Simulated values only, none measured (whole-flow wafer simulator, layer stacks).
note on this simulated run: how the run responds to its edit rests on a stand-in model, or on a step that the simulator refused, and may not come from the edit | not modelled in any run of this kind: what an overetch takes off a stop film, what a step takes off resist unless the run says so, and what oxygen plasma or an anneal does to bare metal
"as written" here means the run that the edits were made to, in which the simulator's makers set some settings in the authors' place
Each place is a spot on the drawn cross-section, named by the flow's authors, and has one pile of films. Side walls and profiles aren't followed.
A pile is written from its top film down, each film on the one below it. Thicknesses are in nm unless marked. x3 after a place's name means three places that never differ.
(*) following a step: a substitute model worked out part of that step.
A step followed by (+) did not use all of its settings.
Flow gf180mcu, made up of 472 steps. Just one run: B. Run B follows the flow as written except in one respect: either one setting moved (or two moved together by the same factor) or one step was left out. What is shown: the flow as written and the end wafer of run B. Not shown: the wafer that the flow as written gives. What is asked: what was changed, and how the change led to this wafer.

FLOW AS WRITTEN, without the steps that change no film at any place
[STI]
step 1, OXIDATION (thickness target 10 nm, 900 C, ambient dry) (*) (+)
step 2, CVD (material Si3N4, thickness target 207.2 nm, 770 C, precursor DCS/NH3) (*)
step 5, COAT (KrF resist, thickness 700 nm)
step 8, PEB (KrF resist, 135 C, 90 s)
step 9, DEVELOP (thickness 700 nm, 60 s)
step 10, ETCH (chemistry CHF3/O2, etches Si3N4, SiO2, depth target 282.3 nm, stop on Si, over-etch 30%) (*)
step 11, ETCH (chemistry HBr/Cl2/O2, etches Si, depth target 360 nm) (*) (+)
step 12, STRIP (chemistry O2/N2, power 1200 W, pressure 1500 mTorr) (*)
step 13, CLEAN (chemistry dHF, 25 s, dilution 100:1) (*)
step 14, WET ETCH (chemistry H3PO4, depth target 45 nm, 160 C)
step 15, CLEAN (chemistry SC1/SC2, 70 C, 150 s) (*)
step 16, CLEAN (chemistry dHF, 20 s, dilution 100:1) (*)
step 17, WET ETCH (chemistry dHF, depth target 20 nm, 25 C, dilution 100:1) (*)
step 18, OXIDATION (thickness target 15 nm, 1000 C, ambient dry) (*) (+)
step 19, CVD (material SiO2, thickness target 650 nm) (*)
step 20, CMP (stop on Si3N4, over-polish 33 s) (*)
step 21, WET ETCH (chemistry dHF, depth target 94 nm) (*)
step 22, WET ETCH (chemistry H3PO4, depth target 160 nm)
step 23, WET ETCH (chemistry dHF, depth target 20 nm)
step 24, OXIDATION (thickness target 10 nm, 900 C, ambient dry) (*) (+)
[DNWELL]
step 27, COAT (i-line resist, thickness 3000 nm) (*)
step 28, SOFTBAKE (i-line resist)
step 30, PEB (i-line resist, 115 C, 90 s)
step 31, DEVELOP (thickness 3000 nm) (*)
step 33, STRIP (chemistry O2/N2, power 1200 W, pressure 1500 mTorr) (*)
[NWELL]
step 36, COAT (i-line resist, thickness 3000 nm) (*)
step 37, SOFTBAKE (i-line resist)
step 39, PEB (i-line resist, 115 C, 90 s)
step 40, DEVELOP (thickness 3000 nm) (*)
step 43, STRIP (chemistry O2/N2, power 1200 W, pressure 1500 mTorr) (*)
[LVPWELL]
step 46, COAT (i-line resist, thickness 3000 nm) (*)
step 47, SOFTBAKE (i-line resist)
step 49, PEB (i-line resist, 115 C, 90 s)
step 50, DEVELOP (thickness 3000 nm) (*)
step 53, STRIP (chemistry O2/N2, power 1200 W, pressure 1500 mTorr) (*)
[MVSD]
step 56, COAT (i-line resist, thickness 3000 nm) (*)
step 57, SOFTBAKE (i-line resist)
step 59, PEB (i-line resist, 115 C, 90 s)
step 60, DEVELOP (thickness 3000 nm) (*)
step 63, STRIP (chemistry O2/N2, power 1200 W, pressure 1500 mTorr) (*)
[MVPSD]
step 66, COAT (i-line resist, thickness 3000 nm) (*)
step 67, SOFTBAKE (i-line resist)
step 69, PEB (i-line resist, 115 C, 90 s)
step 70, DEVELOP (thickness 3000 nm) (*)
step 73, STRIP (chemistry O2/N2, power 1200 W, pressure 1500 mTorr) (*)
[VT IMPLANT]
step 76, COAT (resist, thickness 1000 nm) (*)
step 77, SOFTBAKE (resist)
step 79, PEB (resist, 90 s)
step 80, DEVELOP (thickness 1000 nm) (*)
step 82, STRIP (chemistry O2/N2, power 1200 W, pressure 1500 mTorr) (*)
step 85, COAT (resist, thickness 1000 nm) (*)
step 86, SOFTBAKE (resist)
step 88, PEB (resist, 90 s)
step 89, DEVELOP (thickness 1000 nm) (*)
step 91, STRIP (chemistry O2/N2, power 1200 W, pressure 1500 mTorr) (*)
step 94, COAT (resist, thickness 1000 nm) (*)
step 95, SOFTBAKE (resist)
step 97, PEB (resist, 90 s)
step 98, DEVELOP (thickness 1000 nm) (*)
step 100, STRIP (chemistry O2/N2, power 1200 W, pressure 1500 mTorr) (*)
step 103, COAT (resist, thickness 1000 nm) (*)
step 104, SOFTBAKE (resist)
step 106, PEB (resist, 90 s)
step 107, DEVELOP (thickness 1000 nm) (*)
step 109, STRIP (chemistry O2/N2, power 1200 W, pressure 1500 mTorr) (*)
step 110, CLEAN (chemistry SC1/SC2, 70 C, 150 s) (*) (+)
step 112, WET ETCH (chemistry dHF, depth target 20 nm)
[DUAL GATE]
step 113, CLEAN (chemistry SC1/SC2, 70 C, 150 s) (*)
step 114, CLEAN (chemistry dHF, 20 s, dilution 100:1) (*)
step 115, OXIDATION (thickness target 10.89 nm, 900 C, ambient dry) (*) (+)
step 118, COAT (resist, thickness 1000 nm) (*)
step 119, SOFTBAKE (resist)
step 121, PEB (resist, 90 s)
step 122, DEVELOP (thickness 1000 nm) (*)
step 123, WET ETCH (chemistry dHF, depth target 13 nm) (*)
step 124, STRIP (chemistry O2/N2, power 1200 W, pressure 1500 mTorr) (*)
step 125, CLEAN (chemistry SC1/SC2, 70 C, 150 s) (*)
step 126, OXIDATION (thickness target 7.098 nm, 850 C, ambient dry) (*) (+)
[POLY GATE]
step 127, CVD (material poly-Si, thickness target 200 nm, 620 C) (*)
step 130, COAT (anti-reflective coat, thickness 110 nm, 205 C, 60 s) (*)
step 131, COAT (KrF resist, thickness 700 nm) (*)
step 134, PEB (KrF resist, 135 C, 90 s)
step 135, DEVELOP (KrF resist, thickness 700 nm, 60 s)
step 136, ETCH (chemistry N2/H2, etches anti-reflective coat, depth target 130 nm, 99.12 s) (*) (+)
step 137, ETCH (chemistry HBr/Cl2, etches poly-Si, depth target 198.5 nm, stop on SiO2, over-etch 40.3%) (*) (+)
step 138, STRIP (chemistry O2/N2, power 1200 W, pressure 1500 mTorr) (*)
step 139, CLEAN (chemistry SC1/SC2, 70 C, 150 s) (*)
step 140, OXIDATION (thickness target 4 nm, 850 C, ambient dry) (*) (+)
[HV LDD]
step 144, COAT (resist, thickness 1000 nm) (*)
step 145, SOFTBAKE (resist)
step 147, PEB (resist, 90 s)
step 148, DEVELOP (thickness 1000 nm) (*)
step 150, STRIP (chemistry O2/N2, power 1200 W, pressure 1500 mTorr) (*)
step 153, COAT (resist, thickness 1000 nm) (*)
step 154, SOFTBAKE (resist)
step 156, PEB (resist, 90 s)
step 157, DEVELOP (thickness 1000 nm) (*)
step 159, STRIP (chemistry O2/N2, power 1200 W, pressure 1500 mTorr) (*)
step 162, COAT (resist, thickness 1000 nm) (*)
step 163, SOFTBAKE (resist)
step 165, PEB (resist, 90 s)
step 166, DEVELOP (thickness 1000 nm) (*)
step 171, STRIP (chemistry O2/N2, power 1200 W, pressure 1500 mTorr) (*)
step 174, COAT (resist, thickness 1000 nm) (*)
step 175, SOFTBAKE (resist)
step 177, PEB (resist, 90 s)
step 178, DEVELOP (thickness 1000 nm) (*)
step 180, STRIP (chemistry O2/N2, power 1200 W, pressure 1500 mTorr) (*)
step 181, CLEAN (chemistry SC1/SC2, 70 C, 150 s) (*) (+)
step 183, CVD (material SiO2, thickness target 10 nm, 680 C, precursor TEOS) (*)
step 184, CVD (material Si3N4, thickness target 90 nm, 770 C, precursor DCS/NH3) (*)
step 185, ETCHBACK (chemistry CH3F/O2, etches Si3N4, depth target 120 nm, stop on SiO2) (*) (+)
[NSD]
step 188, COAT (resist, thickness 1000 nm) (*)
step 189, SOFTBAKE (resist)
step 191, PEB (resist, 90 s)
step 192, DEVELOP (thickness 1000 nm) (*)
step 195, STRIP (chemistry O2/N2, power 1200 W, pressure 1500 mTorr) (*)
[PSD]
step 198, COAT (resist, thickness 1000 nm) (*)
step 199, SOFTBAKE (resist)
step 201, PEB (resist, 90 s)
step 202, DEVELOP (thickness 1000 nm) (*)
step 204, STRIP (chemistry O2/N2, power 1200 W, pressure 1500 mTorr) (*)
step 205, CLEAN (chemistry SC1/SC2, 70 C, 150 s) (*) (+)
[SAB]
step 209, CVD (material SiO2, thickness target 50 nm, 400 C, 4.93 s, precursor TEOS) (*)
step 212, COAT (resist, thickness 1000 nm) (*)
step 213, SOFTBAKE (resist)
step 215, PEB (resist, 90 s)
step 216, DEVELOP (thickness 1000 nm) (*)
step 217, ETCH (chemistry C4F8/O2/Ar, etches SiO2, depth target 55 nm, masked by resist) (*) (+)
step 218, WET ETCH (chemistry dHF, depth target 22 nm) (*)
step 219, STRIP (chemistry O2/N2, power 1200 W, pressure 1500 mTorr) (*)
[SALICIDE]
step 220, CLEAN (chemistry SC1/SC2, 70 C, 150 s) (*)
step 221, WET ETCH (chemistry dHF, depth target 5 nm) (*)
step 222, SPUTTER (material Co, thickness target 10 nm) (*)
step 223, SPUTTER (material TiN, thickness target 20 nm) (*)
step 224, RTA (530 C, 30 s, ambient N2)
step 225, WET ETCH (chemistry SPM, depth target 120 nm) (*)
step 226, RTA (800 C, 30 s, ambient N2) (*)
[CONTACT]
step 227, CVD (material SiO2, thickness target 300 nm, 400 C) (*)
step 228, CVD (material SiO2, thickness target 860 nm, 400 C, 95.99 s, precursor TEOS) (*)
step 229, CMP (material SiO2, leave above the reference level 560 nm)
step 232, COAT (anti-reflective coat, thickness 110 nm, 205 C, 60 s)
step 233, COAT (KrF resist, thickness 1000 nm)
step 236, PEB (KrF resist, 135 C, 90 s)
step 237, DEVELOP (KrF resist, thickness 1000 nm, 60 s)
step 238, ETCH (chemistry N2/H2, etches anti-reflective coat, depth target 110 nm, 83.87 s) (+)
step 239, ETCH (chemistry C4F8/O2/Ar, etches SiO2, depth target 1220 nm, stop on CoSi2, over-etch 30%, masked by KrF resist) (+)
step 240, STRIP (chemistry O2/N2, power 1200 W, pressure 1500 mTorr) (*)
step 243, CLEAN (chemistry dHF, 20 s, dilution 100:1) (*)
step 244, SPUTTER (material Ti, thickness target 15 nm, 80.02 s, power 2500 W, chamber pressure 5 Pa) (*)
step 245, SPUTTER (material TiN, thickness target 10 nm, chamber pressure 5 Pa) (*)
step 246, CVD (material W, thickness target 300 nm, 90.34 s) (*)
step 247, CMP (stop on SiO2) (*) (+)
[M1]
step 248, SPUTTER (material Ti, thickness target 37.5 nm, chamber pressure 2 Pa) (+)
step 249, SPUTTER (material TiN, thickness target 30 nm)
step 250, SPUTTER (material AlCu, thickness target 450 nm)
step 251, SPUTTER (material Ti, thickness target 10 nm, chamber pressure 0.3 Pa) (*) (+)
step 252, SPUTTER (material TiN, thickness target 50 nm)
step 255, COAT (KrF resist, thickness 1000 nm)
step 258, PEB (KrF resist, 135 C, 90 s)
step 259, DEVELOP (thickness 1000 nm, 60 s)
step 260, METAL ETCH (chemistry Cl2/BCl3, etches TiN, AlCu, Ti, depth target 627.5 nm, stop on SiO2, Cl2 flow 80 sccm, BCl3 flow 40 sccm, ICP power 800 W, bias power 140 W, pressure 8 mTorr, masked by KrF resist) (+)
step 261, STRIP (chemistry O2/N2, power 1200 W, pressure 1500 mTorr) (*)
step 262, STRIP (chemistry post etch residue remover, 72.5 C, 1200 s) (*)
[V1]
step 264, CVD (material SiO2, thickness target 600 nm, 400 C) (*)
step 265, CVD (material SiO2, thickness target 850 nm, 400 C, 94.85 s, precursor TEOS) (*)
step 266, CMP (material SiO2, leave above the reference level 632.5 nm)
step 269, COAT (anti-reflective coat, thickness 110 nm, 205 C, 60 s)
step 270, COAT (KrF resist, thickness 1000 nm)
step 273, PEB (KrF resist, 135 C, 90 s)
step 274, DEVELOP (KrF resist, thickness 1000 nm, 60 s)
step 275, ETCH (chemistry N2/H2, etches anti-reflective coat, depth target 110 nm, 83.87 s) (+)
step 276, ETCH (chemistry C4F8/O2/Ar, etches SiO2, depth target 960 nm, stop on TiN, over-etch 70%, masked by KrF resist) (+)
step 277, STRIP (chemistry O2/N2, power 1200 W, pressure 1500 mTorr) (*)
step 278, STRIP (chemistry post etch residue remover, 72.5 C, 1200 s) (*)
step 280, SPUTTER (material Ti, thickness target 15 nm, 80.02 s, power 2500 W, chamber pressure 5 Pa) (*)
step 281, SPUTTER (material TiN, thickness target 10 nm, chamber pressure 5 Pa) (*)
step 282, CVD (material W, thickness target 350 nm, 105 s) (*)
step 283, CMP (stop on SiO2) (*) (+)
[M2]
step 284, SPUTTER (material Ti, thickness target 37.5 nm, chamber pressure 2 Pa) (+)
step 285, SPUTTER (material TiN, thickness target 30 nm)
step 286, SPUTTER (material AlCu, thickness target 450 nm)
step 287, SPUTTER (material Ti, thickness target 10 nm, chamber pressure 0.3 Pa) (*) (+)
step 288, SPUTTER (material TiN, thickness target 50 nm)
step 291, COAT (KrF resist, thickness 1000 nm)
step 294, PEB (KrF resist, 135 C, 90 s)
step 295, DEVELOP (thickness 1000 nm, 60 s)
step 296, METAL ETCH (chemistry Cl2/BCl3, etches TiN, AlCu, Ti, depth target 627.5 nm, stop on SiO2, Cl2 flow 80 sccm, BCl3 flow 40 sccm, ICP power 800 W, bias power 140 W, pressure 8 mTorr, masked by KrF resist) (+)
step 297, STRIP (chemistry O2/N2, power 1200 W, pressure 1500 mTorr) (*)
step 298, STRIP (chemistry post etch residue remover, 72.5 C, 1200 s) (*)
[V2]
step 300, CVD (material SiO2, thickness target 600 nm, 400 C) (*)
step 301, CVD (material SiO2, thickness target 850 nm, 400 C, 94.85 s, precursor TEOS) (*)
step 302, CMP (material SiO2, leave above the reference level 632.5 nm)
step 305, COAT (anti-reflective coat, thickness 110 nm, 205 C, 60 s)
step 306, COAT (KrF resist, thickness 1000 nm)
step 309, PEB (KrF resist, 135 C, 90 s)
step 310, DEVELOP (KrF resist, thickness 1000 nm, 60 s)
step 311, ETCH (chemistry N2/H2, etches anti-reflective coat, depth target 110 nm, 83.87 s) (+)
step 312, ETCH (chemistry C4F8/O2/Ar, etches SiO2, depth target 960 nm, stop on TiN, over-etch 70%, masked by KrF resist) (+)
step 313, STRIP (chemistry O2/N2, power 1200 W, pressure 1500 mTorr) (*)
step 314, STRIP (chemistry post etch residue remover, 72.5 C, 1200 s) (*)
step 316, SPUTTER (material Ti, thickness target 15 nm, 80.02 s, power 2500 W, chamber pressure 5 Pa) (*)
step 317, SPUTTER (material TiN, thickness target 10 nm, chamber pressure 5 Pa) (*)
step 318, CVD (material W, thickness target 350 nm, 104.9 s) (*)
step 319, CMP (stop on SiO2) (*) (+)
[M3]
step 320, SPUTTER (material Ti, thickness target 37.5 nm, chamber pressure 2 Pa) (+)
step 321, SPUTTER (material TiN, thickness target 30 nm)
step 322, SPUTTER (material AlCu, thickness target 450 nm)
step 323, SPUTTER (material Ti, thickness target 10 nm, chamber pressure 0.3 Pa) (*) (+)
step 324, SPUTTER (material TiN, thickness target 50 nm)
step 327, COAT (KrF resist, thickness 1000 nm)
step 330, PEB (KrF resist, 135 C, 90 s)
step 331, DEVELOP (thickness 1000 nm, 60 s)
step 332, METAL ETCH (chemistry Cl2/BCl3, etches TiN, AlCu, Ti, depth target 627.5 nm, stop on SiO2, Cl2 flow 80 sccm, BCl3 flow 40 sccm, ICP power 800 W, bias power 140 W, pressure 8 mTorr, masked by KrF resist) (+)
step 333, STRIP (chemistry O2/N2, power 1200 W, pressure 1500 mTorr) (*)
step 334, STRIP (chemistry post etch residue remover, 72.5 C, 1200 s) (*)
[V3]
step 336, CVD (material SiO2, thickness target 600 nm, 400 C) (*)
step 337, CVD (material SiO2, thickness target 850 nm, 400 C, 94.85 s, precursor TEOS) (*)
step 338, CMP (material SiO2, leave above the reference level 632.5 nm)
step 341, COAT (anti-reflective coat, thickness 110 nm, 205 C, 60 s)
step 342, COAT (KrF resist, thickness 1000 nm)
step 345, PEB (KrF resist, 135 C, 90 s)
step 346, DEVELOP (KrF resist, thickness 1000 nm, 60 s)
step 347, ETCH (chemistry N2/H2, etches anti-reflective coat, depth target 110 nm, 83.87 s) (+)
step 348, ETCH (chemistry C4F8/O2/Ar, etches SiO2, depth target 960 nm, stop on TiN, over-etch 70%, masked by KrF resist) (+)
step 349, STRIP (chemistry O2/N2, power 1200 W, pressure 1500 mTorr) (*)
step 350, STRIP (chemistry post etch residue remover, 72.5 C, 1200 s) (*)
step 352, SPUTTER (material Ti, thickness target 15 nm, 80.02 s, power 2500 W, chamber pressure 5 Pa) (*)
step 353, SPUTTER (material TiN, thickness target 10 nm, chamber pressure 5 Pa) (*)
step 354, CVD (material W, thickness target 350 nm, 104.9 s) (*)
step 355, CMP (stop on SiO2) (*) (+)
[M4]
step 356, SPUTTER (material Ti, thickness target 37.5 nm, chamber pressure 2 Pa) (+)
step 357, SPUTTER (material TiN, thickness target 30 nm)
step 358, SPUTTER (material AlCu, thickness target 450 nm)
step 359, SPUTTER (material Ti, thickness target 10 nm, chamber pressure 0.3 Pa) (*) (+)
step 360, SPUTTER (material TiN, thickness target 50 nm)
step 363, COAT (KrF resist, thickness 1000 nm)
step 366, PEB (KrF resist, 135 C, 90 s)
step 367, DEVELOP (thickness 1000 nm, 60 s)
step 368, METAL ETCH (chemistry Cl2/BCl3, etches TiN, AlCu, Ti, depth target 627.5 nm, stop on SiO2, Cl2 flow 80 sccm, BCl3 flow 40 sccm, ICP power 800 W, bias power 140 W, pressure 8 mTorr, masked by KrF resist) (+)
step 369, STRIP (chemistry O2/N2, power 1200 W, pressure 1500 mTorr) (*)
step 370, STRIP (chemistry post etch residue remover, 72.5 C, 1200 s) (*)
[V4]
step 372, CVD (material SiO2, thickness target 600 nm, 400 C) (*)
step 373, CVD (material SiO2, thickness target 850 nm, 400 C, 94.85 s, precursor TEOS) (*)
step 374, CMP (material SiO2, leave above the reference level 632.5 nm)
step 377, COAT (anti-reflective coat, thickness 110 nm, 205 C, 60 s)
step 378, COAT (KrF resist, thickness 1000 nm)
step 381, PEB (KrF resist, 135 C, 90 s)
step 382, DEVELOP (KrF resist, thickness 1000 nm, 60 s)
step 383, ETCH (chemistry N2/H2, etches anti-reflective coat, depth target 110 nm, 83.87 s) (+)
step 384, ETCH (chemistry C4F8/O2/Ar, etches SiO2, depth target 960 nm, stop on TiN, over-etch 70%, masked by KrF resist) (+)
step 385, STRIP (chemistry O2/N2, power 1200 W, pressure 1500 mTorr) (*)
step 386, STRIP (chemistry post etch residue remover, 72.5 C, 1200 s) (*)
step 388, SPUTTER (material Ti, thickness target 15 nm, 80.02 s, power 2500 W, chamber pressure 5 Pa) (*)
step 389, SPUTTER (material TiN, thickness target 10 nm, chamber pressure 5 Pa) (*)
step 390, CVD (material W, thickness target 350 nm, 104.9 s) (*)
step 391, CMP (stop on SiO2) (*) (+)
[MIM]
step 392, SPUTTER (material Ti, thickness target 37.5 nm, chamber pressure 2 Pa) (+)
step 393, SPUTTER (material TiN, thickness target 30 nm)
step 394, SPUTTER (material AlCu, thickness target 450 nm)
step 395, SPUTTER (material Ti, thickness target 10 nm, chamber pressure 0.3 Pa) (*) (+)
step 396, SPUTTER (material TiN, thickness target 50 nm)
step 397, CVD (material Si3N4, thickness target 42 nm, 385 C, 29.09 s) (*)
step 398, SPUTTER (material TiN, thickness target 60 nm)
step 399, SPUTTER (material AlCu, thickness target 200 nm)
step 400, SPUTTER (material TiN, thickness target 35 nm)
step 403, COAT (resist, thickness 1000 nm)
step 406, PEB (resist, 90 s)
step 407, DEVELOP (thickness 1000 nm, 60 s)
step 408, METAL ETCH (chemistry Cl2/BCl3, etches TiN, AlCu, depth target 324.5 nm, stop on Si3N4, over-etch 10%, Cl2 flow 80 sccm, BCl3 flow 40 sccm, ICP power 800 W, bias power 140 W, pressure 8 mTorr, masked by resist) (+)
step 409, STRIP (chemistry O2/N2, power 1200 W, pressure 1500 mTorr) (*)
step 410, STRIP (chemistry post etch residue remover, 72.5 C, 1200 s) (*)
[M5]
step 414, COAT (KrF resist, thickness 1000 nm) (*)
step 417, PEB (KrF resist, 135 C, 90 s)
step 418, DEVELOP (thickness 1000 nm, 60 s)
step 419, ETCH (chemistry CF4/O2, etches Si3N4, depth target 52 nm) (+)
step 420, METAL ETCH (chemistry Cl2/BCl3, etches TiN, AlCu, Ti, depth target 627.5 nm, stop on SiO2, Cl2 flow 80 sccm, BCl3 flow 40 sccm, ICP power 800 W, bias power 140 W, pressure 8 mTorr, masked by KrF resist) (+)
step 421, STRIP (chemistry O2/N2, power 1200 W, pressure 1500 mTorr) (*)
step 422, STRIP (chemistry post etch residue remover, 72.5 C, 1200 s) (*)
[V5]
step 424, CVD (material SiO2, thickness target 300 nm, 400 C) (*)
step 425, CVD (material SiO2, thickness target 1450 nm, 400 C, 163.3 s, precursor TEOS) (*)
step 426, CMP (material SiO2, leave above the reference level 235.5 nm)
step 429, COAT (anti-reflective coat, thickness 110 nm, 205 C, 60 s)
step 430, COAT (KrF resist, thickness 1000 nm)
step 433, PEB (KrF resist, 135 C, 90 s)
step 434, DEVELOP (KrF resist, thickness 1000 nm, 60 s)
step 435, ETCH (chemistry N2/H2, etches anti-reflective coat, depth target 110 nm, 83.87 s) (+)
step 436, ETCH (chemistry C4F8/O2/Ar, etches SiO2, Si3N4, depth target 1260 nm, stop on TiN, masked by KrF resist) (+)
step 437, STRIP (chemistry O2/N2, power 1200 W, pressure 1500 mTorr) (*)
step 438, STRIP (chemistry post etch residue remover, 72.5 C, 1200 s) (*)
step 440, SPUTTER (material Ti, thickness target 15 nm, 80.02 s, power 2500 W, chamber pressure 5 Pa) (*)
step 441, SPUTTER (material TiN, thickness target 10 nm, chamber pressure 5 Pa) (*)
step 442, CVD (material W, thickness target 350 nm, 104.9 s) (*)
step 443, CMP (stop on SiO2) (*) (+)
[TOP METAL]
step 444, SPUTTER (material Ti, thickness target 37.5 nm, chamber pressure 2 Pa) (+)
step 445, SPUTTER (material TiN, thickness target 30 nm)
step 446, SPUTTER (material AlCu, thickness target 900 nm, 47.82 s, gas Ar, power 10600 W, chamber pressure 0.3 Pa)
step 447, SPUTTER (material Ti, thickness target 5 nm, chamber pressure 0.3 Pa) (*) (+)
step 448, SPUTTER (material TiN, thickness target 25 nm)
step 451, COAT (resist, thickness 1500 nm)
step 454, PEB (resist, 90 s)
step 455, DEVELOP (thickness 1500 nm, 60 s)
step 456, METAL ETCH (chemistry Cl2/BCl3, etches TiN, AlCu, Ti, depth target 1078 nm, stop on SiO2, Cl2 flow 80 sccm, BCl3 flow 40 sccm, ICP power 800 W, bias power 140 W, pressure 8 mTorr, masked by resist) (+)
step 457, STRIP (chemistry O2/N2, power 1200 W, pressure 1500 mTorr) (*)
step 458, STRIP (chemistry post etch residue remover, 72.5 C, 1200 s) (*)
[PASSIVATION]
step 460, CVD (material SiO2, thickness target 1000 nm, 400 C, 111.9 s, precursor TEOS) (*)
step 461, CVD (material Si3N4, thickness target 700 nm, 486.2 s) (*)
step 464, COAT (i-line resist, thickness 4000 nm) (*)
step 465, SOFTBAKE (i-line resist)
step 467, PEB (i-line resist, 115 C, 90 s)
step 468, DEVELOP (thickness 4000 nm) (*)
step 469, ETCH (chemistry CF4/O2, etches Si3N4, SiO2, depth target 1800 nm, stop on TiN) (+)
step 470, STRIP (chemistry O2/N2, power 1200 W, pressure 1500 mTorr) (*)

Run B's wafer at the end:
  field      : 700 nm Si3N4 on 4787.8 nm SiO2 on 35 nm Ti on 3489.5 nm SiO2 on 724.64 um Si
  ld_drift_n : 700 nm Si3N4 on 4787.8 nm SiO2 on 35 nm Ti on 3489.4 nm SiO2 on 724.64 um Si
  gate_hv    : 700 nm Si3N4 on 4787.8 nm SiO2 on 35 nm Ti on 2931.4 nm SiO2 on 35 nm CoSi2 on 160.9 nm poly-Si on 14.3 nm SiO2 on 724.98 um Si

What caused this: step 322, SPUTTER: thickness target 535 nm was run, while the flow as written has thickness target 450 nm.

The path from the change to this, step by step:
  step 322, SPUTTER (material AlCu, thickness target 450 nm)
      field, field__w1, field__w2 and 108 more: +535 AlCu (new film) (in the flow as written it would be: +450 AlCu (new film))
  step 332, METAL ETCH (chemistry Cl2/BCl3, etches TiN, AlCu, Ti, depth target 627.5 nm, stop on SiO2, Cl2 flow 80 sccm, BCl3 flow 40 sccm, ICP power 800 W, bias power 140 W, pressure 8 mTorr, masked by KrF resist) (+)
      field, field__w1, field__w2 and 103 more: -50 TiN (all of it), -10 Ti (all of it), -535 AlCu (all of it), -30 TiN (all of it), -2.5 Ti (in the flow as written it would be: -50 TiN (all of it), -10 Ti (all of it), -450 AlCu (all of it), -30 TiN (all of it), -37.5 Ti (all of it))
  step 336, CVD (material SiO2, thickness target 600 nm, 400 C) (*)
      field, field__w1, field__w2 and 103 more: +600 SiO2 (new film) (in the flow as written it would be: +600 SiO2)
  step 338, CMP (material SiO2, leave above the reference level 632.5 nm)
      field, field__w1, field__w2 and 103 more: -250 SiO2 (in the flow as written it would be: -300 SiO2)
With metal films that touch counted as one body, field has 1 body; the flow as written gives 0 bodies.
With metal films that touch counted as one body, ld_drift_n has 1 body; the flow as written gives 0 bodies.
With metal films that touch counted as one body, gate_hv has 2 bodies (between them, from the top down: SiO2 2931.4); the flow as written gives 1 body.
